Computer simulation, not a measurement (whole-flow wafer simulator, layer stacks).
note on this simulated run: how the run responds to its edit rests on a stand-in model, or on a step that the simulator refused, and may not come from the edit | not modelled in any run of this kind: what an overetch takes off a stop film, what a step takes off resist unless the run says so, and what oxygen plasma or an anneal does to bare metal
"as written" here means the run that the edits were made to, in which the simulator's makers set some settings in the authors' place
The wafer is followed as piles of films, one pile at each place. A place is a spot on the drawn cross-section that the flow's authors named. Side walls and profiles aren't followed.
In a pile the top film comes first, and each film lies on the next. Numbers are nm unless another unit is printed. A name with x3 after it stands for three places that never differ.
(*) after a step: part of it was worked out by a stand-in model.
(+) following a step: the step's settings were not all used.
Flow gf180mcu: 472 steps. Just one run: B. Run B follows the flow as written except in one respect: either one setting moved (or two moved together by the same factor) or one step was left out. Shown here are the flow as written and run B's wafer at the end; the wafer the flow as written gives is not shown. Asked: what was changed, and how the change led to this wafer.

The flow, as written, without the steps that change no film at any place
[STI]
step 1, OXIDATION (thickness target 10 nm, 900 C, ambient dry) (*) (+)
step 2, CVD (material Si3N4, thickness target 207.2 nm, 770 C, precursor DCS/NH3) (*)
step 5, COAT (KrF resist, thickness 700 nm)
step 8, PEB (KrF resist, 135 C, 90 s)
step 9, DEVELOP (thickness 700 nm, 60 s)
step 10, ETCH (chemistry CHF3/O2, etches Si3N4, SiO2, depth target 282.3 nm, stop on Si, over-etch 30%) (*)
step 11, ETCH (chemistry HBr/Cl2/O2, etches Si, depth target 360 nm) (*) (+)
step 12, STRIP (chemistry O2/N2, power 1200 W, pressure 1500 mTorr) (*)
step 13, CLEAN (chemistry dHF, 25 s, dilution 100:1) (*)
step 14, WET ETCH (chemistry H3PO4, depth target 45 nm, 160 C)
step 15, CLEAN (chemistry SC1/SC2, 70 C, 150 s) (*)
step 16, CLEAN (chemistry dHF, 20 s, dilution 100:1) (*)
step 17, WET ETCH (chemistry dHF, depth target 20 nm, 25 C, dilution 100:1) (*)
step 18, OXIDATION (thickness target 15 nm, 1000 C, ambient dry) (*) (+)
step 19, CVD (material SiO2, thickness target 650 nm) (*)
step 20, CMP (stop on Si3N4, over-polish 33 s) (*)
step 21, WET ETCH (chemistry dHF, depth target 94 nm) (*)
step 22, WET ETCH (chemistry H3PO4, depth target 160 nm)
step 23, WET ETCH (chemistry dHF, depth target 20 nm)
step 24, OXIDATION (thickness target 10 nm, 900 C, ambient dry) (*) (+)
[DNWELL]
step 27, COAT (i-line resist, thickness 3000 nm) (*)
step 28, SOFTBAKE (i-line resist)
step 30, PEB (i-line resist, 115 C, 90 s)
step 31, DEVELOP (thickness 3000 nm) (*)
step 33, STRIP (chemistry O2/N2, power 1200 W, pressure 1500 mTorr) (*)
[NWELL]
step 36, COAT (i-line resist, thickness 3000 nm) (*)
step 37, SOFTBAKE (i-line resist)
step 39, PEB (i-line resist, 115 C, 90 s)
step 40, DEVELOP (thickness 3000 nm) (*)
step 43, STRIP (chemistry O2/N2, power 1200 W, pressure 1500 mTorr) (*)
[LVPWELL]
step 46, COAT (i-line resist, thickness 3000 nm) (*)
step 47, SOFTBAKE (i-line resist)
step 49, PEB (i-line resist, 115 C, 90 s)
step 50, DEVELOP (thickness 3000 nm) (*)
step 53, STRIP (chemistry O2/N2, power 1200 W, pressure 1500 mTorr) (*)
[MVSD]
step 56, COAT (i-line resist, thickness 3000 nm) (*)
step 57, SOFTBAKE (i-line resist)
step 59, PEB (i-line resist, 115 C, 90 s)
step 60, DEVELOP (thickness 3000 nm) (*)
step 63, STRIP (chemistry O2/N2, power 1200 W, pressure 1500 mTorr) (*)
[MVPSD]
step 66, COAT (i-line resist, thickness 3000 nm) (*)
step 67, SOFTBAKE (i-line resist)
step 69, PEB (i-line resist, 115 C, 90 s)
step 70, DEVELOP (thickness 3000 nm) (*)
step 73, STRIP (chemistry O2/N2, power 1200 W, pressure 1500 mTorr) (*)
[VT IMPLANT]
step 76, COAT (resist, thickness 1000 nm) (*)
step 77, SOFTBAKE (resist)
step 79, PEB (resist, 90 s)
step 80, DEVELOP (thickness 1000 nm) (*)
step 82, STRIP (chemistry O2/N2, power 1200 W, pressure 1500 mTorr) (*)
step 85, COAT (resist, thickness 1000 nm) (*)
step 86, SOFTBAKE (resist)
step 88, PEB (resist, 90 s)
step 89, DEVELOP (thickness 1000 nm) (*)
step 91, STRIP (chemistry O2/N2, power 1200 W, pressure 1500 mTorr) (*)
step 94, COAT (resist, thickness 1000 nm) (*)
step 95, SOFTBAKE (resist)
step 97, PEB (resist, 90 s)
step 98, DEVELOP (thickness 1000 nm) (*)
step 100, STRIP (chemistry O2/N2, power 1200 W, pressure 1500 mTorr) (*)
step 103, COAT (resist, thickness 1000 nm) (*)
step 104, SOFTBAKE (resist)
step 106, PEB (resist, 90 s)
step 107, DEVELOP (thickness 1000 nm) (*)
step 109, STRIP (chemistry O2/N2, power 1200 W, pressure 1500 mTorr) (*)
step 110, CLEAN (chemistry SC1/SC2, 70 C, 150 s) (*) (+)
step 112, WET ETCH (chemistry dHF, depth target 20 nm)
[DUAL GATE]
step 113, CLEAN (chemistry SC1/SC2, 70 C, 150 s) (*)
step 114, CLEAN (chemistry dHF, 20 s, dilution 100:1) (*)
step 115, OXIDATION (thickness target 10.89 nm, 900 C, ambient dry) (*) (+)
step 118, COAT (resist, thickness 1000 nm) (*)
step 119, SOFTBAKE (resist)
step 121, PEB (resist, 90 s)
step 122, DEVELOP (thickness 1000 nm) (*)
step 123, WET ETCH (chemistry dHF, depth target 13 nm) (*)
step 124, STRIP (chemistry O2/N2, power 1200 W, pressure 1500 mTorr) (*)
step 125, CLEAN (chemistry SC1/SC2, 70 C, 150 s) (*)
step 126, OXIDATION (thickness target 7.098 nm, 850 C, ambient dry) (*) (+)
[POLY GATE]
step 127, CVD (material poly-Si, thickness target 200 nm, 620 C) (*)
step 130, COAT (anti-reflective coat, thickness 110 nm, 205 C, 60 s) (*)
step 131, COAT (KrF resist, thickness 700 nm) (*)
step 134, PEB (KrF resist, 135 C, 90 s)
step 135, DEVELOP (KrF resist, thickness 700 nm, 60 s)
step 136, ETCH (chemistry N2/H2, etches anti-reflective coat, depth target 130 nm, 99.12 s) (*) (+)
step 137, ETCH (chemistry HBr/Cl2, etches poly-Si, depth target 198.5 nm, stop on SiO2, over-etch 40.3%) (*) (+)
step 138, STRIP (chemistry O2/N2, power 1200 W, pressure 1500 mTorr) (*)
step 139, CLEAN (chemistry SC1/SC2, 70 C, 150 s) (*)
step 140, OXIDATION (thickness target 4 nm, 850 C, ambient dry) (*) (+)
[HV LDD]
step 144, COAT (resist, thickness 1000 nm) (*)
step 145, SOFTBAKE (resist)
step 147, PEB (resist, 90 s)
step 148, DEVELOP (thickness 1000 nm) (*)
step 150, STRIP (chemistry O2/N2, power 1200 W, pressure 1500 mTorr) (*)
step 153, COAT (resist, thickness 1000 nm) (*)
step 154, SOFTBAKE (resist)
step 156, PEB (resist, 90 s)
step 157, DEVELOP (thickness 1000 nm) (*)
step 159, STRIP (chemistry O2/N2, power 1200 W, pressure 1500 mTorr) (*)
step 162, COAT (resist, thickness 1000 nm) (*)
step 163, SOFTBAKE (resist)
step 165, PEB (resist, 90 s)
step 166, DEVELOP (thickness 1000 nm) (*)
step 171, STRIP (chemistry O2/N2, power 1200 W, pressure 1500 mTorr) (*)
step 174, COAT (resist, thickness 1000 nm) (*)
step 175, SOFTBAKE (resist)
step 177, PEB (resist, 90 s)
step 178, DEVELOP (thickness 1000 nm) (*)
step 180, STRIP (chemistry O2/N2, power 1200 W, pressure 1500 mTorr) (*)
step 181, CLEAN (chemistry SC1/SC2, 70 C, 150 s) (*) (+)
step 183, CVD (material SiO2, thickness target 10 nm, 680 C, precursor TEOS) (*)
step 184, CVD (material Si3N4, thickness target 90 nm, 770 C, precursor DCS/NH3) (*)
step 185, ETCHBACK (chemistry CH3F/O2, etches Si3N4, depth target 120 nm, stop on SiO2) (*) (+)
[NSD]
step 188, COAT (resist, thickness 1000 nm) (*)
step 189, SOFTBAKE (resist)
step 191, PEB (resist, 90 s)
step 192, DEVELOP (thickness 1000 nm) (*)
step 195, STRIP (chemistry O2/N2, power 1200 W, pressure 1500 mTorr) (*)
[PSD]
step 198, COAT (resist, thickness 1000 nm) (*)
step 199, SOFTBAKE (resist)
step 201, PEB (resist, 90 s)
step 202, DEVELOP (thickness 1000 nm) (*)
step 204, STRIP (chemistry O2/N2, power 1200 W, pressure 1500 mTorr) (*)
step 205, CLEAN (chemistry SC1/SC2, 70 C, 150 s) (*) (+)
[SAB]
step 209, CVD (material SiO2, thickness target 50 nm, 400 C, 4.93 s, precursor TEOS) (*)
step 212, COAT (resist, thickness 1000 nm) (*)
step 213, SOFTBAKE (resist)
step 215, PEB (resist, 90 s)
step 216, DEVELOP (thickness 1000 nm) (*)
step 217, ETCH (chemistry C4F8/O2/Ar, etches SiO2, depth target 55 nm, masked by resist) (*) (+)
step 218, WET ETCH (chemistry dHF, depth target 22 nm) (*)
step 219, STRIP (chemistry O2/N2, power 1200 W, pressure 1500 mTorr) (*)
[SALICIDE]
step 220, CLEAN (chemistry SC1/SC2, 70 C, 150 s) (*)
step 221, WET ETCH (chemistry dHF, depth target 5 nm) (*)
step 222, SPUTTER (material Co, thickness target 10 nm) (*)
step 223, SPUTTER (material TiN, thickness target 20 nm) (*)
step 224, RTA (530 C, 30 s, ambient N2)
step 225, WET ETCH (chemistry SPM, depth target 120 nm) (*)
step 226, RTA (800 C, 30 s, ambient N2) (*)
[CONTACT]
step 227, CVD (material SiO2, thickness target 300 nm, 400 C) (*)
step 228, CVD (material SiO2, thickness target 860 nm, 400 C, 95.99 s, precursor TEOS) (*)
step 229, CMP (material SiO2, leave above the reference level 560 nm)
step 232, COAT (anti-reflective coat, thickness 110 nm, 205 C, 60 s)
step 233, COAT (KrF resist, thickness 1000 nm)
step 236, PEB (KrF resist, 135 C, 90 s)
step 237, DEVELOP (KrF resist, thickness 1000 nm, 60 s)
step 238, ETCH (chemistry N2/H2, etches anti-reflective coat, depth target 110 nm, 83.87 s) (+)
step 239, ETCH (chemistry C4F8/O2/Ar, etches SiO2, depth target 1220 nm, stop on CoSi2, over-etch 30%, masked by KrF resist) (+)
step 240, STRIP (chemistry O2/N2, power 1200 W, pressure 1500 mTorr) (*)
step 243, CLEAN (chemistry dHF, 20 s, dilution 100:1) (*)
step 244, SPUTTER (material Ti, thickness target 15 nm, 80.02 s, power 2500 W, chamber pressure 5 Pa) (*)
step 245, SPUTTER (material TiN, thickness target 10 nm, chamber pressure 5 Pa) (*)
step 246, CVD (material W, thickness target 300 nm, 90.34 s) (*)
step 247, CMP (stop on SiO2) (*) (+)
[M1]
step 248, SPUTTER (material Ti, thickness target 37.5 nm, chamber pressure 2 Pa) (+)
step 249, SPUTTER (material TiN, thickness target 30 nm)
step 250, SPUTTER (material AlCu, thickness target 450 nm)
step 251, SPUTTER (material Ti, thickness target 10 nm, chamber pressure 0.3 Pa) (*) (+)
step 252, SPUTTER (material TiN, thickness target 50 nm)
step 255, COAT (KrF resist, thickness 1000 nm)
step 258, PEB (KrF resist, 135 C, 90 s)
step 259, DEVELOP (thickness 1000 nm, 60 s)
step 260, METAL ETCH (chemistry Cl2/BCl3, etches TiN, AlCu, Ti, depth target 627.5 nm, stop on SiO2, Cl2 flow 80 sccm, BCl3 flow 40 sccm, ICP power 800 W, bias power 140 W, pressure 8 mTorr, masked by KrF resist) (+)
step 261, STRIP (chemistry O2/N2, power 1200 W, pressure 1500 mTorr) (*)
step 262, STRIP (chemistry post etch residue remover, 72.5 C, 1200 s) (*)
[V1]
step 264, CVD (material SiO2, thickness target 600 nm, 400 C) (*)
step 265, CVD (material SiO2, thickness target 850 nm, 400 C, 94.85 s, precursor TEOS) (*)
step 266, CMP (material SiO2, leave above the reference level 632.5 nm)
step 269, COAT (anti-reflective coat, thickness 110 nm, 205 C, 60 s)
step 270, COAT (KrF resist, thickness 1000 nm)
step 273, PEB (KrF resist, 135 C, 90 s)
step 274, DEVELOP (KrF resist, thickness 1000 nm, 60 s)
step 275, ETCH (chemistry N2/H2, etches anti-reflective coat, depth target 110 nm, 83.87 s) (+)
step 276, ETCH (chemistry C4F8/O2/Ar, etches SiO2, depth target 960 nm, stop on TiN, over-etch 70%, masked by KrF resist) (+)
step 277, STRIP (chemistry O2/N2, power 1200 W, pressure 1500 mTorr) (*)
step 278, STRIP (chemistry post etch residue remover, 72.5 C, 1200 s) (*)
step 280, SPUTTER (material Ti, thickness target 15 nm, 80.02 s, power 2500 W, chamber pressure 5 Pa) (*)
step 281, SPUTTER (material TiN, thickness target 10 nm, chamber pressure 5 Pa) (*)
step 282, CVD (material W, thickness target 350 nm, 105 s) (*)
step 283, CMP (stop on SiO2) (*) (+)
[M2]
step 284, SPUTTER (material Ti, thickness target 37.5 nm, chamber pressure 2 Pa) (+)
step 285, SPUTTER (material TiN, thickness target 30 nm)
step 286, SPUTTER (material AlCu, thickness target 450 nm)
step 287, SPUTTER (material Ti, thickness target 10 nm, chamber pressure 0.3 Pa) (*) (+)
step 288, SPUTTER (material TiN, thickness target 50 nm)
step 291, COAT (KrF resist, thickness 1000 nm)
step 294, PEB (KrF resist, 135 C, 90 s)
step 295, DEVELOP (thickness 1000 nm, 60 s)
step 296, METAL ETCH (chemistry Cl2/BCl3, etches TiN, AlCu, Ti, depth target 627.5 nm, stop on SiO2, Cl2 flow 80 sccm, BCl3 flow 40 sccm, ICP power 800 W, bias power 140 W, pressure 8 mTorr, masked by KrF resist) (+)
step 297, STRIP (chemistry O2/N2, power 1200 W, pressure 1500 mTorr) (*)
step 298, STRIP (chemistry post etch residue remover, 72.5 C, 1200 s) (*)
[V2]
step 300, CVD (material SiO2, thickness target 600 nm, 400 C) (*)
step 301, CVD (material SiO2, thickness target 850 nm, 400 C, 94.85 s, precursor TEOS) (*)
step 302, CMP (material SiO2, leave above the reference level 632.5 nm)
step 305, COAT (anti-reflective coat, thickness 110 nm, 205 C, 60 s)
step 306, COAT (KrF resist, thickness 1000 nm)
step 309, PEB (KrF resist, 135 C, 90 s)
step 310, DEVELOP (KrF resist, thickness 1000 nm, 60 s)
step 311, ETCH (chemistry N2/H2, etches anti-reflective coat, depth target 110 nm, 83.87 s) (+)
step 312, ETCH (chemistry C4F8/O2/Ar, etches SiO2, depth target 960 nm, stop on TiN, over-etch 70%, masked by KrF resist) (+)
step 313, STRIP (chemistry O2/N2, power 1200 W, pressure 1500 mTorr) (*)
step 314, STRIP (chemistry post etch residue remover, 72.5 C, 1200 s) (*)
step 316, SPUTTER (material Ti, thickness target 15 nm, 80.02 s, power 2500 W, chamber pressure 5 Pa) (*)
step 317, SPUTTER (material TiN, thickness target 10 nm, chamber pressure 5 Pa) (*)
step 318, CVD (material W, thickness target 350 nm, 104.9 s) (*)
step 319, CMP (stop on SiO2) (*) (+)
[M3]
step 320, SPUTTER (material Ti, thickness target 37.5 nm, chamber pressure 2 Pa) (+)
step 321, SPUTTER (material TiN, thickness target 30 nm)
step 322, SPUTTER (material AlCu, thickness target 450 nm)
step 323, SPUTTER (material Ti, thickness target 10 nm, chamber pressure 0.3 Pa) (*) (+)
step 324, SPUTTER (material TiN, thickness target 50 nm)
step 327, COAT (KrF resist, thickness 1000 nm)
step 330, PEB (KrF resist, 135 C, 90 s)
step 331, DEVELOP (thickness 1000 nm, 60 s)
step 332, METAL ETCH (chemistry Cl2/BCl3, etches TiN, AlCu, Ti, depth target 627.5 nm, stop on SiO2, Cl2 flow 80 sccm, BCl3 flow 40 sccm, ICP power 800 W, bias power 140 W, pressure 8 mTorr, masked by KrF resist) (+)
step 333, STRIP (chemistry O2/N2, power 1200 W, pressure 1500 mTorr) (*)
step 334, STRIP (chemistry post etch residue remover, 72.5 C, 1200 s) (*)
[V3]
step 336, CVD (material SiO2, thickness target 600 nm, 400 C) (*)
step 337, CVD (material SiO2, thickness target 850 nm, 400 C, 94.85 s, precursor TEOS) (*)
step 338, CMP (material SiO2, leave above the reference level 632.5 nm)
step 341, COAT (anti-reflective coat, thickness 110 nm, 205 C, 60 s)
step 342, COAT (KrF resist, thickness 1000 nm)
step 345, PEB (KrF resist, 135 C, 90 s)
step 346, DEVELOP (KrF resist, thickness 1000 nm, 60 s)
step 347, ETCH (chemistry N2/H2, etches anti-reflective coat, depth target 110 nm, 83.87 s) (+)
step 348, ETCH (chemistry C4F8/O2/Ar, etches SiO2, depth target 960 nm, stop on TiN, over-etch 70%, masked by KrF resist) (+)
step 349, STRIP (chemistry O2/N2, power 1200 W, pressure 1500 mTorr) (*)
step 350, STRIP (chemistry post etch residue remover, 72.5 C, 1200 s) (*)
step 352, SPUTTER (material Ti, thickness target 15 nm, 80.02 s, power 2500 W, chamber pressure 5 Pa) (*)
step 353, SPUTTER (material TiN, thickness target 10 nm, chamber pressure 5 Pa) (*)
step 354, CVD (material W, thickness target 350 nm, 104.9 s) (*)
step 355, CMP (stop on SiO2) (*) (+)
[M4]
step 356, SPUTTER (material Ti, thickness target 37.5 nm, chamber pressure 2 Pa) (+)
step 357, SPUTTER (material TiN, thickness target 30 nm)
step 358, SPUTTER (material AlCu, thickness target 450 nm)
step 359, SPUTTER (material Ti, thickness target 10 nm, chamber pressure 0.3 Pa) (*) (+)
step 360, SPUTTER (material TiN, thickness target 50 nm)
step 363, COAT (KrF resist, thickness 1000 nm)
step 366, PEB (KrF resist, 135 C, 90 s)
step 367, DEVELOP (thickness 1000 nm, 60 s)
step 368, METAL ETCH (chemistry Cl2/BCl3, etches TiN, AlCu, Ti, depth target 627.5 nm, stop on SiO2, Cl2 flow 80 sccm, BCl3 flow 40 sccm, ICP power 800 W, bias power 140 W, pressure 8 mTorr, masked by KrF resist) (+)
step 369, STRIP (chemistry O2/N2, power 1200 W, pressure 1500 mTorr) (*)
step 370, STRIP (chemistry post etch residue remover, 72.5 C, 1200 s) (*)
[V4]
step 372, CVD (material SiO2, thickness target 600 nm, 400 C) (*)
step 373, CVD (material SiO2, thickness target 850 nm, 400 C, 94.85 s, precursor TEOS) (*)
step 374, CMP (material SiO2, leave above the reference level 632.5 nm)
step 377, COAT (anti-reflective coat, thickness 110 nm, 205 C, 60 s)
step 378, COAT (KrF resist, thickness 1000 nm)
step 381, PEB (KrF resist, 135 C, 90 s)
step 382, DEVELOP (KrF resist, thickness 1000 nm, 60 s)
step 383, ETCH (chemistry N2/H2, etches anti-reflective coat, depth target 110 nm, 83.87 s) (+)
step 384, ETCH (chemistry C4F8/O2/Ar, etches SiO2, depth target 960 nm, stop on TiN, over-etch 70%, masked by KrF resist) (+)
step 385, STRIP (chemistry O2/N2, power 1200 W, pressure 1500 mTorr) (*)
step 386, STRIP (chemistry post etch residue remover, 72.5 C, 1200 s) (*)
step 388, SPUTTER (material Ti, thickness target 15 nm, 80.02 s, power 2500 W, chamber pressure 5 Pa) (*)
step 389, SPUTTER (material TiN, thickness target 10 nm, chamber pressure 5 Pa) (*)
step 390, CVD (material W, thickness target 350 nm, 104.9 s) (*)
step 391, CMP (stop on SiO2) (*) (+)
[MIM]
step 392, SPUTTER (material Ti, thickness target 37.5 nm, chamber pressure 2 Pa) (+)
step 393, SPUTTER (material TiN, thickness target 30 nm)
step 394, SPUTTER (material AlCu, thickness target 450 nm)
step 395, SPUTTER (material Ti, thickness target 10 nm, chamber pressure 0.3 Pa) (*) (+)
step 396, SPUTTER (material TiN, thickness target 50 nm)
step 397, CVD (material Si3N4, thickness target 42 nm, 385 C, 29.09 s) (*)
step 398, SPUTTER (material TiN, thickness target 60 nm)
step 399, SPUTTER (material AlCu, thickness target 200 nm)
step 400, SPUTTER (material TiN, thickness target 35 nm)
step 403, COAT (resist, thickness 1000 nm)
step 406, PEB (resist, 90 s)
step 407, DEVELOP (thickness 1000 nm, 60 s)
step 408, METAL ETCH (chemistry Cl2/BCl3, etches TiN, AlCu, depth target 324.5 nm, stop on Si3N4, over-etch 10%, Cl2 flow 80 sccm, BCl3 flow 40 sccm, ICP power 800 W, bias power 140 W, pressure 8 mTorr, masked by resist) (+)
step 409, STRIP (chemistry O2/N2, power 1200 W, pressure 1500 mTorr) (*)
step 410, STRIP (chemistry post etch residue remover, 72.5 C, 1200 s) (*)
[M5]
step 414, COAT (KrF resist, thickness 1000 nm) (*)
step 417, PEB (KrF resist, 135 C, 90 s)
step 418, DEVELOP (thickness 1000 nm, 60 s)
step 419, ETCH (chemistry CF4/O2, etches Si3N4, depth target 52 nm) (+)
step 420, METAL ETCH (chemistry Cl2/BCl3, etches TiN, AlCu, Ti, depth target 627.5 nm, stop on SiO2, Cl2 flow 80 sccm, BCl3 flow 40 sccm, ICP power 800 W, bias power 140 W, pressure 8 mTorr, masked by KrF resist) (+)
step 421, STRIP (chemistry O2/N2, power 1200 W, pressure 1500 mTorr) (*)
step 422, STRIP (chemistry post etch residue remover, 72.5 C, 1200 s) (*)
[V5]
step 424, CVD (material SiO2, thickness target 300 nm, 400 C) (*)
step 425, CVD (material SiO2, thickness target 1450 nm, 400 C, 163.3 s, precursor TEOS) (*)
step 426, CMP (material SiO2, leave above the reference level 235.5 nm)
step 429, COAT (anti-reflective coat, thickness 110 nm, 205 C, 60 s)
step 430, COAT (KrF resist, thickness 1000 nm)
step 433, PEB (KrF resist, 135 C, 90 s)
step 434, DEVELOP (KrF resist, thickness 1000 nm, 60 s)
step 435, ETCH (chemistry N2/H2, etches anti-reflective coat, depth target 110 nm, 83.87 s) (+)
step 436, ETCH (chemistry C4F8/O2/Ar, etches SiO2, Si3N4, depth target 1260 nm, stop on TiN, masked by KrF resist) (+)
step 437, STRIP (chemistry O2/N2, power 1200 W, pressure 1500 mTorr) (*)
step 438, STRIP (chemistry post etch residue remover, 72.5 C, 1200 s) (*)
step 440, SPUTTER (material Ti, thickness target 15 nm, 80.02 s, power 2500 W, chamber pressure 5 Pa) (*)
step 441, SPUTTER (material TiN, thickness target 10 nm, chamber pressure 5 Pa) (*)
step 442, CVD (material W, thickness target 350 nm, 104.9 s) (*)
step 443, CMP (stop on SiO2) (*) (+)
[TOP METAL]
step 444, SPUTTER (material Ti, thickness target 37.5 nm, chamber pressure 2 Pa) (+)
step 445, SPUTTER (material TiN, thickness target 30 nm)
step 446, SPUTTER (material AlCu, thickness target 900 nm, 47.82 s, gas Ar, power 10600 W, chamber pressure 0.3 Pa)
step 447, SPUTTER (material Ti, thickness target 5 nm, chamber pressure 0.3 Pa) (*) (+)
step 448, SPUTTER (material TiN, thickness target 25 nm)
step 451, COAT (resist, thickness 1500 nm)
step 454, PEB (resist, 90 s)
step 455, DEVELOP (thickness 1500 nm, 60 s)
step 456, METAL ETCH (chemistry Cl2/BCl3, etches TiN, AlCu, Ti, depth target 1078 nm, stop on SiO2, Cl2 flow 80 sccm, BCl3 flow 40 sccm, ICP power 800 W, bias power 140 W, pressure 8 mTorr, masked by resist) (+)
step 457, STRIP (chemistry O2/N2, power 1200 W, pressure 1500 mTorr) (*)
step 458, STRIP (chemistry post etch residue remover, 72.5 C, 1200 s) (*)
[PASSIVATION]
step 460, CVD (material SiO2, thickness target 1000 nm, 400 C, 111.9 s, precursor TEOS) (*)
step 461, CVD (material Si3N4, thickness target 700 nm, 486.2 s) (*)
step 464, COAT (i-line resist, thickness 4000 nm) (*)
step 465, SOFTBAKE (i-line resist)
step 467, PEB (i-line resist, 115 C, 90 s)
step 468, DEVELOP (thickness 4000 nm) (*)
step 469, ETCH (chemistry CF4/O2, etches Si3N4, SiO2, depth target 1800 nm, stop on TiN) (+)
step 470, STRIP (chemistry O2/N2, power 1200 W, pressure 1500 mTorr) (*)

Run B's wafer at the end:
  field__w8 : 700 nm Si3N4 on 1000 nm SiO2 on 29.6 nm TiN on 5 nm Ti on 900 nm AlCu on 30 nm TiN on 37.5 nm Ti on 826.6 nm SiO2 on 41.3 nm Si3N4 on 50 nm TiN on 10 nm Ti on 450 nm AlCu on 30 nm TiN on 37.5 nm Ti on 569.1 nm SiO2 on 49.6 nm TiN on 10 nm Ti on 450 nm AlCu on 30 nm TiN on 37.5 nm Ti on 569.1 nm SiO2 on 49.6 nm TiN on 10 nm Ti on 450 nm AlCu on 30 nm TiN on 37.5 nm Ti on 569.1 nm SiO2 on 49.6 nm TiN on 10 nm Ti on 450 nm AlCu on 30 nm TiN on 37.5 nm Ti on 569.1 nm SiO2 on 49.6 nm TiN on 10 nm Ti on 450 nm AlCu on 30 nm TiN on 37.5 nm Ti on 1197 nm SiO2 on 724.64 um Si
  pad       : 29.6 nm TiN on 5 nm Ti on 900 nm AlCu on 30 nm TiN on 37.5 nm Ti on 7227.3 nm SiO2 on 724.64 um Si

The reason: step 448, SPUTTER: thickness target 30 nm was run, though the flow has thickness target 25 nm.

Step by step, how the change led to this:
  step 448, SPUTTER (material TiN, thickness target 25 nm)
      field, field__w1, field__w2 and 109 more: +30 TiN (new film) (in the flow as written it would be: +25 TiN (new film))
  step 456, METAL ETCH (chemistry Cl2/BCl3, etches TiN, AlCu, Ti, depth target 1078 nm, stop on SiO2, Cl2 flow 80 sccm, BCl3 flow 40 sccm, ICP power 800 W, bias power 140 W, pressure 8 mTorr, masked by resist) (+)
      field, field__w1, field__w2 and 103 more: -30 TiN (all of it), -5 Ti (all of it), -900 AlCu (all of it), -30 TiN (all of it), -37.5 Ti (all of it) (in the flow as written it would be: -25 TiN (all of it), -5 Ti (all of it), -900 AlCu (all of it), -30 TiN (all of it), -37.5 Ti (all of it))
  step 465, SOFTBAKE (i-line resist)
      field__w5, field__w9: +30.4 i-line resist (in the flow as written it would be: +37.3 i-line resist)
      field__w11, field__w13: +31.4 i-line resist (in the flow as written it would be: +37.9 i-line resist)
      (as well as at 56 more places)
